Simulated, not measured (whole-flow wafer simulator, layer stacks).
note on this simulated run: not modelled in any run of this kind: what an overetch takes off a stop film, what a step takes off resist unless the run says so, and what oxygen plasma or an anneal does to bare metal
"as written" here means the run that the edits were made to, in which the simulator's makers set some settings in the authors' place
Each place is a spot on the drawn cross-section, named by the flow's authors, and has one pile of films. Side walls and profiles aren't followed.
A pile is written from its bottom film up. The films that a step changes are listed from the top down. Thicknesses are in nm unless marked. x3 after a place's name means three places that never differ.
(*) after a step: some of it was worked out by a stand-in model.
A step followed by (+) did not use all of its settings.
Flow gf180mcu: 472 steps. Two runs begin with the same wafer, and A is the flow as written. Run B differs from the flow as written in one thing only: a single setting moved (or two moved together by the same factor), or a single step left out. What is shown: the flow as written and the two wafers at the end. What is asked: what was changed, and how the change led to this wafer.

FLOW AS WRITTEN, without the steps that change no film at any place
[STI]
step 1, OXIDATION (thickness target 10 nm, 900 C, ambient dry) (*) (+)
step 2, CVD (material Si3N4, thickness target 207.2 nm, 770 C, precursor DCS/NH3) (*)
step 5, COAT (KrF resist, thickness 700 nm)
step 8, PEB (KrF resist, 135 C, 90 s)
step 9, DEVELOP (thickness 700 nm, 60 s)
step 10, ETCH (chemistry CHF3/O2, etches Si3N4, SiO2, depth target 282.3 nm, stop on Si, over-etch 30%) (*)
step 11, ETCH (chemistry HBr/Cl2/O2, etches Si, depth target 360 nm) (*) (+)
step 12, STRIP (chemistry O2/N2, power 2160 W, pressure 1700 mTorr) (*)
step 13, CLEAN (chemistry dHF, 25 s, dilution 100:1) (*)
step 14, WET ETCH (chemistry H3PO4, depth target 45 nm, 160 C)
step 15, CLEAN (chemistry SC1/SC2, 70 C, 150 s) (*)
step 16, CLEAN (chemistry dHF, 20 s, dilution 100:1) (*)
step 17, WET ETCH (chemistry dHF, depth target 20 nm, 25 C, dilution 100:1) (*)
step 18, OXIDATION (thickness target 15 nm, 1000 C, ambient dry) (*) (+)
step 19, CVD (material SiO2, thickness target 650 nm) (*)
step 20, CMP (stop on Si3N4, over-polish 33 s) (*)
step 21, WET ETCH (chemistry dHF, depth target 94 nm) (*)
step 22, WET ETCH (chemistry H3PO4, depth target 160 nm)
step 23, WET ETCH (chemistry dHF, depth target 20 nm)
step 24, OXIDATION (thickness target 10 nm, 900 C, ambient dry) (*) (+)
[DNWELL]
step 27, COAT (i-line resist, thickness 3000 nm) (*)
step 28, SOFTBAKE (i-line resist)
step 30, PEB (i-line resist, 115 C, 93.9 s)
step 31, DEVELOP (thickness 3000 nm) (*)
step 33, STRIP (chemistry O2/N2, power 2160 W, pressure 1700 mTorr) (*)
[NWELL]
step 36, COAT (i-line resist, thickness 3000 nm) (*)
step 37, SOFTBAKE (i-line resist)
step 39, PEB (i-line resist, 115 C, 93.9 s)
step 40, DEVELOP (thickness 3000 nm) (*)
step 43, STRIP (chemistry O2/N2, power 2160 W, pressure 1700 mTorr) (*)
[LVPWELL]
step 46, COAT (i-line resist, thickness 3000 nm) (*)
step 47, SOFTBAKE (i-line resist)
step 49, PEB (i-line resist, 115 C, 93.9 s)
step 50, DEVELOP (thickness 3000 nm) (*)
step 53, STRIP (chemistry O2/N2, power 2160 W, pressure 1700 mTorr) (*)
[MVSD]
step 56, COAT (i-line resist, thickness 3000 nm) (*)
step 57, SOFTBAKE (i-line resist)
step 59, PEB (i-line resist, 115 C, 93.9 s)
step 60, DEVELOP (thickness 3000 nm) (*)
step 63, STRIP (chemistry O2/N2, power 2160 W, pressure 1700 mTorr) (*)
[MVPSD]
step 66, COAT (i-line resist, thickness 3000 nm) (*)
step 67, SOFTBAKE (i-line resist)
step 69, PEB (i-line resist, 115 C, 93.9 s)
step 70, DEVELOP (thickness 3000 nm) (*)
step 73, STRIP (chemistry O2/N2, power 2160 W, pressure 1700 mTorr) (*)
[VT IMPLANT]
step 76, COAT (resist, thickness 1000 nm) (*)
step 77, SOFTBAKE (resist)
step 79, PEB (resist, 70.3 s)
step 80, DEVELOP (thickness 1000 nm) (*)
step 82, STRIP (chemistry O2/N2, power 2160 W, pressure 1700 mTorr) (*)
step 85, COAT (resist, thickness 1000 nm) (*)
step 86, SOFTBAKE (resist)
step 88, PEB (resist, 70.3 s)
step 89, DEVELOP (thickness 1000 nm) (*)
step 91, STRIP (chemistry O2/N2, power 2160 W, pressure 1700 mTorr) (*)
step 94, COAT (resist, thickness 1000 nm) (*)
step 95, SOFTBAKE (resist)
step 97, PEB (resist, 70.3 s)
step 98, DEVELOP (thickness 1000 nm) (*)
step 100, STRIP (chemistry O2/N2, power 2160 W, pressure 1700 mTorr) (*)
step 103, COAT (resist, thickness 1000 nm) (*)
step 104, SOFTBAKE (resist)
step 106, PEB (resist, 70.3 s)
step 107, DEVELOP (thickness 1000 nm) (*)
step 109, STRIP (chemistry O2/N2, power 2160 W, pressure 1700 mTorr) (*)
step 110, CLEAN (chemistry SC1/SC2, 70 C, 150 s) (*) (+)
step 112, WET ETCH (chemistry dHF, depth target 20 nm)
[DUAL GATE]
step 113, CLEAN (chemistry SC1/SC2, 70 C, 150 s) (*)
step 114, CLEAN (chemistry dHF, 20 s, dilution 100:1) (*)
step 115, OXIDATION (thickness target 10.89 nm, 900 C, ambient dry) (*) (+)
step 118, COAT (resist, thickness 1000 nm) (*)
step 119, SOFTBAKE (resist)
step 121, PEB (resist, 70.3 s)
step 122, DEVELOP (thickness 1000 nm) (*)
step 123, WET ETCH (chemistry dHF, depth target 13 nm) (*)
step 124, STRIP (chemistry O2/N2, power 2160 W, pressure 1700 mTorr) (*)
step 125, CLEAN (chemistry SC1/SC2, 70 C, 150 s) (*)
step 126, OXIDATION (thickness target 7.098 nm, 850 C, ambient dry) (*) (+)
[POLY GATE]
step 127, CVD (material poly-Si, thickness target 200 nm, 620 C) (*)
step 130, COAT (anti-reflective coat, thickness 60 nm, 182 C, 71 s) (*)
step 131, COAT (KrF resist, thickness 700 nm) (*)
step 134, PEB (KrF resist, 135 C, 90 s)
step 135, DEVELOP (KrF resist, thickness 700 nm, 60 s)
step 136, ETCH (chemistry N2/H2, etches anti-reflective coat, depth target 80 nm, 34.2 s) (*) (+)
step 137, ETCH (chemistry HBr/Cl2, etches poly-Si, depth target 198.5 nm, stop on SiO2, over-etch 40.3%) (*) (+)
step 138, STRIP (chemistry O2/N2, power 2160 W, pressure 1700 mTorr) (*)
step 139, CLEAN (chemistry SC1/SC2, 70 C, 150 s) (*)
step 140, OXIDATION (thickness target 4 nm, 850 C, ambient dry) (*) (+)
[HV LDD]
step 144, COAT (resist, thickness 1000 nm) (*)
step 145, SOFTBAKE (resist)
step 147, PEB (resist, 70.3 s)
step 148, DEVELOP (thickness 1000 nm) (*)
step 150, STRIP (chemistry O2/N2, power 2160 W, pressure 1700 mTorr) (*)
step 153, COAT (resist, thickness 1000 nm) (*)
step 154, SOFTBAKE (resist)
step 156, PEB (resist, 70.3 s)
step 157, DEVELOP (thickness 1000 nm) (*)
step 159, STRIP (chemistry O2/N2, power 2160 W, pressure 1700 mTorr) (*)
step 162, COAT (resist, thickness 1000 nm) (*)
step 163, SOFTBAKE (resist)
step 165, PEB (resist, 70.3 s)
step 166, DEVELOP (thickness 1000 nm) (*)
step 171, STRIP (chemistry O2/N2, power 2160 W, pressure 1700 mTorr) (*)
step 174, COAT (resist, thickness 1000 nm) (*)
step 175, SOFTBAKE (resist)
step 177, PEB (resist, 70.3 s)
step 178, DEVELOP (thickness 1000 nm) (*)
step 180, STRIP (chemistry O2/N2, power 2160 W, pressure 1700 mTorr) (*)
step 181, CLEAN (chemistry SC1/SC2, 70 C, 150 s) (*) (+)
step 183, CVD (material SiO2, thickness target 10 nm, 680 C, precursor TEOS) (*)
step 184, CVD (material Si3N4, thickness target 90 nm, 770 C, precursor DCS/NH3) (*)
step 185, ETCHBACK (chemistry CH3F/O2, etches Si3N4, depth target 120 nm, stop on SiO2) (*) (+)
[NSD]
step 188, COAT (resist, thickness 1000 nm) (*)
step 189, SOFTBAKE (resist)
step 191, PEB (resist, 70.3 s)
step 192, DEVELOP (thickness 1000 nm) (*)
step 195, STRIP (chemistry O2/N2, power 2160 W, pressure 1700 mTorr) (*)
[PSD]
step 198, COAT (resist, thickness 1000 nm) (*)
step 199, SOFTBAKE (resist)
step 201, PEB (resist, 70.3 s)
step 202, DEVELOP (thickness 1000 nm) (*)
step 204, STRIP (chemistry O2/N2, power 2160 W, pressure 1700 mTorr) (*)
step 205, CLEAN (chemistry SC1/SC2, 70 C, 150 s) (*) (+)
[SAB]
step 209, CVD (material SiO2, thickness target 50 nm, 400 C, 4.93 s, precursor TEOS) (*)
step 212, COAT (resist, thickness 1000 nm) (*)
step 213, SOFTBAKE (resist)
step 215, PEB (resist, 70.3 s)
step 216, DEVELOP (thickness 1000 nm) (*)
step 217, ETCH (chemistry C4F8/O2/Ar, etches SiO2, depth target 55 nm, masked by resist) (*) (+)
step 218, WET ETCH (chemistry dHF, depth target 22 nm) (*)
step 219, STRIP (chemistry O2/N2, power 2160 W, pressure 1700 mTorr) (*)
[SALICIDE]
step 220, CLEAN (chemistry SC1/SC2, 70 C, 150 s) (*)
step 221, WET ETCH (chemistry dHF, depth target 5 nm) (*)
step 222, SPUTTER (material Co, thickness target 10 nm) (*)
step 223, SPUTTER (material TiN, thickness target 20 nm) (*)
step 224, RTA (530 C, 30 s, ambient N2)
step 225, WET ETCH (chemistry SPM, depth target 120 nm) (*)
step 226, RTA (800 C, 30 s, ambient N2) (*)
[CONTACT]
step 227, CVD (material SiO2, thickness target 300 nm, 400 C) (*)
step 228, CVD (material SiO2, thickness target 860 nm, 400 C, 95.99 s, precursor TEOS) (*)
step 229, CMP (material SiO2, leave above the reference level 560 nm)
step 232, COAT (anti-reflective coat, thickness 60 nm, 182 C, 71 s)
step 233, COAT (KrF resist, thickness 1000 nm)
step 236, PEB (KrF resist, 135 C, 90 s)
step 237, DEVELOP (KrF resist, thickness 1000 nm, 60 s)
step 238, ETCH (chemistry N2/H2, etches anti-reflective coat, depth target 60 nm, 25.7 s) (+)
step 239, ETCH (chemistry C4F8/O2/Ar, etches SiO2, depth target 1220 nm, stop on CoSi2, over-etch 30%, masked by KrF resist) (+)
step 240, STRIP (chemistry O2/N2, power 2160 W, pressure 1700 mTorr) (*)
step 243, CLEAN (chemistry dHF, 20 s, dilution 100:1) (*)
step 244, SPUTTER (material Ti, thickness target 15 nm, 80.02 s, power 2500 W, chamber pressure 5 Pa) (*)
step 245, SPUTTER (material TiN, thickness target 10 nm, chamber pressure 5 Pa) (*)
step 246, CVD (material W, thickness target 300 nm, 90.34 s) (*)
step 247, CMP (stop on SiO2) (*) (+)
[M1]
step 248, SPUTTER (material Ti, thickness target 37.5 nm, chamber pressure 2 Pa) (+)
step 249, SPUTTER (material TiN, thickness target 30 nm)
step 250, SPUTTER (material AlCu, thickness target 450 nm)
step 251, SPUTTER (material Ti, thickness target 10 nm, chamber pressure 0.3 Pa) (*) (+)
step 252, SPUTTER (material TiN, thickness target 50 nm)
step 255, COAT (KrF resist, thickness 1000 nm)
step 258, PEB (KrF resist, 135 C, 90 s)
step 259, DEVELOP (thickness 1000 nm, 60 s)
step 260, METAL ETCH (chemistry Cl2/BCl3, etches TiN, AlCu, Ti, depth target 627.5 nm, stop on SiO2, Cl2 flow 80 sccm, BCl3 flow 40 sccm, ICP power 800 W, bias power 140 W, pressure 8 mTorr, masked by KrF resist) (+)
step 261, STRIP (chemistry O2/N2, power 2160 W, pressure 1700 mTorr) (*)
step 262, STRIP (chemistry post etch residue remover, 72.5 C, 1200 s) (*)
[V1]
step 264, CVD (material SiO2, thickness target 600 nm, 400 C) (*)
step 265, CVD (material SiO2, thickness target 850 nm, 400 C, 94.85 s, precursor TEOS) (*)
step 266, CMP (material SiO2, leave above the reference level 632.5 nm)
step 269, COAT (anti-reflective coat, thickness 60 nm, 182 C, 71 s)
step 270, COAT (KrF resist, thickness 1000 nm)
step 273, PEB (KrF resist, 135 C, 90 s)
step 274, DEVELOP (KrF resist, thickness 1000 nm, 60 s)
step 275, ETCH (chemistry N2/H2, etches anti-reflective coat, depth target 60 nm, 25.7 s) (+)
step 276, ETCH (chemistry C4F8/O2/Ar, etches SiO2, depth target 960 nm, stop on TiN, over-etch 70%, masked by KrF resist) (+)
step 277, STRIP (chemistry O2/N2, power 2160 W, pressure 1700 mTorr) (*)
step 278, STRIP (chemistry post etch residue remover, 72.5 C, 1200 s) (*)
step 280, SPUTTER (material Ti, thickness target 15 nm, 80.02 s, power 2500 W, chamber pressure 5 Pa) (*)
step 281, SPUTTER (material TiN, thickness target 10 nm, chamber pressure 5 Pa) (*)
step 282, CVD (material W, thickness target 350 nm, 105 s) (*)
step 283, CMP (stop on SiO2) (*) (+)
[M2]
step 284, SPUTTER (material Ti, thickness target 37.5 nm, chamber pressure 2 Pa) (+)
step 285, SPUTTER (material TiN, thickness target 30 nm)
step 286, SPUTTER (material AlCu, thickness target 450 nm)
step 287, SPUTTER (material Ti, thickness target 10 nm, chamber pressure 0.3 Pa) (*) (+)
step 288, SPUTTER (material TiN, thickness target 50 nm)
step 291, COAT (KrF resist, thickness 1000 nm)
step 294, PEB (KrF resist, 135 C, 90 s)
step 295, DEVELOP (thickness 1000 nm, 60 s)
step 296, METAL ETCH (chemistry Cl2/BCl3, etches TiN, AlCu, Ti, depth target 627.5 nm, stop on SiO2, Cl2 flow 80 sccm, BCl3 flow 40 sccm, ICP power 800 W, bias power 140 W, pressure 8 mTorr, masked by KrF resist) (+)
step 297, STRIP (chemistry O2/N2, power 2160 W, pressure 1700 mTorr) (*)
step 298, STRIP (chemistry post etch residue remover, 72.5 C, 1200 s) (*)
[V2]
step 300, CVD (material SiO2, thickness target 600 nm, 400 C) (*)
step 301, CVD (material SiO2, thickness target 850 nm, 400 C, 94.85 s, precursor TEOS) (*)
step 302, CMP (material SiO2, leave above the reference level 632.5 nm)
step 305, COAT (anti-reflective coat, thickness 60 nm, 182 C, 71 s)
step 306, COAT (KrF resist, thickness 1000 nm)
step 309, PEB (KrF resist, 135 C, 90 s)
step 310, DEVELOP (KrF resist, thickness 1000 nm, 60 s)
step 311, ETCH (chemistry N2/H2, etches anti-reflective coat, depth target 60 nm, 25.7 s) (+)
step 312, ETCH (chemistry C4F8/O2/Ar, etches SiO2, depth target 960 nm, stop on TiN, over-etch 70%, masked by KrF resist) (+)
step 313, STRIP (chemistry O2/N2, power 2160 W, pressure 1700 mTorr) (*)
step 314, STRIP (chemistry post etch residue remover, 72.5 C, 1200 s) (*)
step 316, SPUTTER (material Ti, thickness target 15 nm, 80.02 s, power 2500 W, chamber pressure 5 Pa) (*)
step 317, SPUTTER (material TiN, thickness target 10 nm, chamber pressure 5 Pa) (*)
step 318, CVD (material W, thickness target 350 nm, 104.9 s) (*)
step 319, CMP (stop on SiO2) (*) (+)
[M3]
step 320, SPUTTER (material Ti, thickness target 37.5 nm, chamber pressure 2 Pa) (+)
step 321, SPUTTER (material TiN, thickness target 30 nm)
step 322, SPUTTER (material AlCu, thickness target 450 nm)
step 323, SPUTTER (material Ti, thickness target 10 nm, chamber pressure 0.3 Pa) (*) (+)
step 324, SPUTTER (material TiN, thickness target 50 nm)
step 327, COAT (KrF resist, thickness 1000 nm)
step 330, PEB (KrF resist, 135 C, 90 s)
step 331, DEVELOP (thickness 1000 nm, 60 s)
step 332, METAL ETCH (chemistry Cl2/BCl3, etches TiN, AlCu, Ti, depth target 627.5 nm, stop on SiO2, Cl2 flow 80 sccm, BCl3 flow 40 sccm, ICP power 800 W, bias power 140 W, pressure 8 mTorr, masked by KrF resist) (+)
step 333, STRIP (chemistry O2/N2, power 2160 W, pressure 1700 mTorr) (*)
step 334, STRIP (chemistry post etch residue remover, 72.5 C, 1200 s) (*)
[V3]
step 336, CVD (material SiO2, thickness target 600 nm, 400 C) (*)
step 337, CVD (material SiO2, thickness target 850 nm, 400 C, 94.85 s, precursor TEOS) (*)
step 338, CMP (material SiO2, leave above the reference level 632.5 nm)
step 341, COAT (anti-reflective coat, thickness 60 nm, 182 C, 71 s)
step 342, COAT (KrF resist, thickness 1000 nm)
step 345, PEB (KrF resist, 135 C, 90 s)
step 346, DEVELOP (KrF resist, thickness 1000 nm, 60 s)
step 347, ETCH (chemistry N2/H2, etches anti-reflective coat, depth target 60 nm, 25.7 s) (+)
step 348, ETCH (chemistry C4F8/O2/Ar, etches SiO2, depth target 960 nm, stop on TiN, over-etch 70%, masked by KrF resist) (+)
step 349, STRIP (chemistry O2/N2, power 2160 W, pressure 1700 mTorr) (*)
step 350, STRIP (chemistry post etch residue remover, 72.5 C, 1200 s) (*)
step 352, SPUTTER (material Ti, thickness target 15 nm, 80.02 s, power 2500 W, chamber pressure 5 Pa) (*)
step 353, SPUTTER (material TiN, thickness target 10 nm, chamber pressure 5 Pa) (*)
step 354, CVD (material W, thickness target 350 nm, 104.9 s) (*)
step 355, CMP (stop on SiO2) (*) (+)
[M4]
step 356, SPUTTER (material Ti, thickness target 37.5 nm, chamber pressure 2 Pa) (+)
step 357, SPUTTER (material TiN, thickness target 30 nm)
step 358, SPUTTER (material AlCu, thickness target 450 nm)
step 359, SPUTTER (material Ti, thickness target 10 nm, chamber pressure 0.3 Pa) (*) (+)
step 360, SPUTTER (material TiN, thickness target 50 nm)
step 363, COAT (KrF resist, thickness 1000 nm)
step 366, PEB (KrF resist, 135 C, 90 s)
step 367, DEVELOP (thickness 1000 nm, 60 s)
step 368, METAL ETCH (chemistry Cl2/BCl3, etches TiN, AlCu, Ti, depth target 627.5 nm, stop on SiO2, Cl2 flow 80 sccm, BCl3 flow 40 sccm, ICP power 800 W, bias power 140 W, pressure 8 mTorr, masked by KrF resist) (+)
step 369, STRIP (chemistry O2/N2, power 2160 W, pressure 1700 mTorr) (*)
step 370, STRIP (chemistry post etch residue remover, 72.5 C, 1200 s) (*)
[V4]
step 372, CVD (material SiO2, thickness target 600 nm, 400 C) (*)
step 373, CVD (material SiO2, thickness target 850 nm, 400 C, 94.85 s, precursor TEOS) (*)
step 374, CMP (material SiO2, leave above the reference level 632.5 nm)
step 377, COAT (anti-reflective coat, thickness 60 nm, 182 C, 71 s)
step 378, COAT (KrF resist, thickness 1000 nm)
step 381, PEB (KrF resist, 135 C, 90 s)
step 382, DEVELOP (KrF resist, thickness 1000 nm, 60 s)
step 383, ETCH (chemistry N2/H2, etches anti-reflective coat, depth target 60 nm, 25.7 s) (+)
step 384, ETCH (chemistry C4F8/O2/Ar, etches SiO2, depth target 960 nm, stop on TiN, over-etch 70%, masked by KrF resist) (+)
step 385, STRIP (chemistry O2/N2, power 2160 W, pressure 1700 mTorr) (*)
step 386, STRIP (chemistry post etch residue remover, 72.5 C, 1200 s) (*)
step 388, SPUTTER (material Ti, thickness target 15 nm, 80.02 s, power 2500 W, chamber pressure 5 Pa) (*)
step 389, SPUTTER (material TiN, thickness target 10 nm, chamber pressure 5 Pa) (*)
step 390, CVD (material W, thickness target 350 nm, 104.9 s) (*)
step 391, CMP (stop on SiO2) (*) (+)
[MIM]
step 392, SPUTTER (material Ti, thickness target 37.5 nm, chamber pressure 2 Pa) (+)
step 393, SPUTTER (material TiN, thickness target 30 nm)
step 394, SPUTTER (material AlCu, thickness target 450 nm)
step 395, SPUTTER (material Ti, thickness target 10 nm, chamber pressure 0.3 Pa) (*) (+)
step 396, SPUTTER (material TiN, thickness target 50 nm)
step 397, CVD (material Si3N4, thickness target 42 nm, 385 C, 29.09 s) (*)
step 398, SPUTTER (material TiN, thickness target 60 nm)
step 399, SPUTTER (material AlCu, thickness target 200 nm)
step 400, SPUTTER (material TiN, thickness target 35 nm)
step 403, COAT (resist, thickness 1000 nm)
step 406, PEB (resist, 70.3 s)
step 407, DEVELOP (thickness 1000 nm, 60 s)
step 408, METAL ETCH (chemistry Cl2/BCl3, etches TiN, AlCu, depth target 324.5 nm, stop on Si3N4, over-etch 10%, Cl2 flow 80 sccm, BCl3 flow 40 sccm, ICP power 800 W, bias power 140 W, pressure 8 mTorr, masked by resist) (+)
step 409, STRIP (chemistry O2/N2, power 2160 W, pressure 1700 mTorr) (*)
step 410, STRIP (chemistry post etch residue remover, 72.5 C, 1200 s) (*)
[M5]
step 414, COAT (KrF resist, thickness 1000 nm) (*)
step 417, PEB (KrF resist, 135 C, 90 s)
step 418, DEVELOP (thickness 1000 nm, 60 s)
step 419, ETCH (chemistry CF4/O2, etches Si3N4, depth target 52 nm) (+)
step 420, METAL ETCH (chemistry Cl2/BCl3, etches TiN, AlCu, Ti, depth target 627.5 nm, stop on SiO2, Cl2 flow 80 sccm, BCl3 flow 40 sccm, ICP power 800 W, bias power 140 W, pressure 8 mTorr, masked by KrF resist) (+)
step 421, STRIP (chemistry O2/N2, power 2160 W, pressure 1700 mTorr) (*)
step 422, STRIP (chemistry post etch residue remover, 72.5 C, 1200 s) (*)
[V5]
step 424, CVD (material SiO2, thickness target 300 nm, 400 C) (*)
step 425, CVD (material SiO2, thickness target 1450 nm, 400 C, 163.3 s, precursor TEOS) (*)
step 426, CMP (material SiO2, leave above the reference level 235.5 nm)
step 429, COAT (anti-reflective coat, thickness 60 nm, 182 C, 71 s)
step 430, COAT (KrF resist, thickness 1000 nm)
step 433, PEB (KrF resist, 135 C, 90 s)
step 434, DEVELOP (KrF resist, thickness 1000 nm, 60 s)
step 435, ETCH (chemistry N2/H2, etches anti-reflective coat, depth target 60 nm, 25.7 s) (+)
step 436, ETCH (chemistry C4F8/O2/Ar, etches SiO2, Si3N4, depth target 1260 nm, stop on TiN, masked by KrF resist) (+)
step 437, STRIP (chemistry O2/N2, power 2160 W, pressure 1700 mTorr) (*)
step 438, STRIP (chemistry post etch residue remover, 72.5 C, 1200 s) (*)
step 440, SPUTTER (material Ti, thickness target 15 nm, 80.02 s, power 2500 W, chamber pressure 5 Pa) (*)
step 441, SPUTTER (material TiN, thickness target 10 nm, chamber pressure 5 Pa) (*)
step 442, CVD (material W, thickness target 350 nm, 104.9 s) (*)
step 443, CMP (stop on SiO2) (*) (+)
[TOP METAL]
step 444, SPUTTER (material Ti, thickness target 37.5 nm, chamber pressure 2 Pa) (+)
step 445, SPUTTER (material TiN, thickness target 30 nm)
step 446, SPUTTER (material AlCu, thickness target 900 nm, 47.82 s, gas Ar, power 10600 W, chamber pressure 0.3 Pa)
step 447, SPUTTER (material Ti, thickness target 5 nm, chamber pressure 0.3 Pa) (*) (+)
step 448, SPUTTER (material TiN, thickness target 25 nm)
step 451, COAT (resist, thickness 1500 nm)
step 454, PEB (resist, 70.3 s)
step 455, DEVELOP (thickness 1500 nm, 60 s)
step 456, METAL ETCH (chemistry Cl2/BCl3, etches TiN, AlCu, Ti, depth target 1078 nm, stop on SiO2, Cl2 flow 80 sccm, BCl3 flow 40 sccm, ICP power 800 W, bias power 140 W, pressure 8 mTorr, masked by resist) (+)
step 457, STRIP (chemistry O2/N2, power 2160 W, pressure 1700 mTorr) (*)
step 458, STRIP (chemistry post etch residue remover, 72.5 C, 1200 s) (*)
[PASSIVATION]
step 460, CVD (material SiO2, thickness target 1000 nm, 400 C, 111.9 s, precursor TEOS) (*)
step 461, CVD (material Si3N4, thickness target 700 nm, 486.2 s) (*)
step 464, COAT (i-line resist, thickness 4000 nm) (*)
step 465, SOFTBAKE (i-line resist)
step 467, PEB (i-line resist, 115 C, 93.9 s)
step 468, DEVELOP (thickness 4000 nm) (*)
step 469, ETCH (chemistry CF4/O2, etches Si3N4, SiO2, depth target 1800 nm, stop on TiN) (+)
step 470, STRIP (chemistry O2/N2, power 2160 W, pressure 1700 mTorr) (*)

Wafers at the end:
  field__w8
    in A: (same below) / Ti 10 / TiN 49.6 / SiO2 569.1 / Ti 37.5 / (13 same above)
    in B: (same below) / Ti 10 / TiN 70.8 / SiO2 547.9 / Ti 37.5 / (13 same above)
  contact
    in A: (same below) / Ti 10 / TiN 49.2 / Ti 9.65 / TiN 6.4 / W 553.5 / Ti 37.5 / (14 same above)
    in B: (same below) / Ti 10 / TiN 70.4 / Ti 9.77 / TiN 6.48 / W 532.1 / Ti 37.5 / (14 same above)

Cause: step 360, SPUTTER: thickness target 71.2 nm was run, though the flow has thickness target 50 nm.

The path from the change to this, step by step:
  step 360, SPUTTER (material TiN, thickness target 50 nm)
      field, field__w1, field__w2 and 108 more: A TiN gains 50 (new film) | B TiN gains 71.2 (new film)
  step 368, METAL ETCH (chemistry Cl2/BCl3, etches TiN, AlCu, Ti, depth target 627.5 nm, stop on SiO2, Cl2 flow 80 sccm, BCl3 flow 40 sccm, ICP power 800 W, bias power 140 W, pressure 8 mTorr, masked by KrF resist) (+)
      field, field__w1, field__w2 and 103 more: A TiN loses 50 (all of it), Ti loses 10 (all of it), AlCu loses 450 (all of it), TiN loses 30 (all of it), Ti loses 37.5 (all of it) | B TiN loses 71.2 (all of it), Ti loses 10 (all of it), AlCu loses 450 (all of it), TiN loses 30 (all of it), Ti loses 37.5 (all of it)
  step 374, CMP (material SiO2, leave above the reference level 632.5 nm)
      field__w8, contact, m1, m1__w1, m1_nw: A SiO2 loses 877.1 | B SiO2 loses 898.3
  step 384, ETCH (chemistry C4F8/O2/Ar, etches SiO2, depth target 960 nm, stop on TiN, over-etch 70%, masked by KrF resist) (+)
      field, field__w1, field__w2 and 107 more: A KrF resist loses 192 | B KrF resist loses 187.4
      contact: A SiO2 loses 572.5 (all of it) | B SiO2 loses 551.3 (all of it)
  step 390, CVD (material W, thickness target 350 nm, 104.9 s) (*)
      contact: A W gains 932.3 (new film) | B W gains 910.9 (new film)
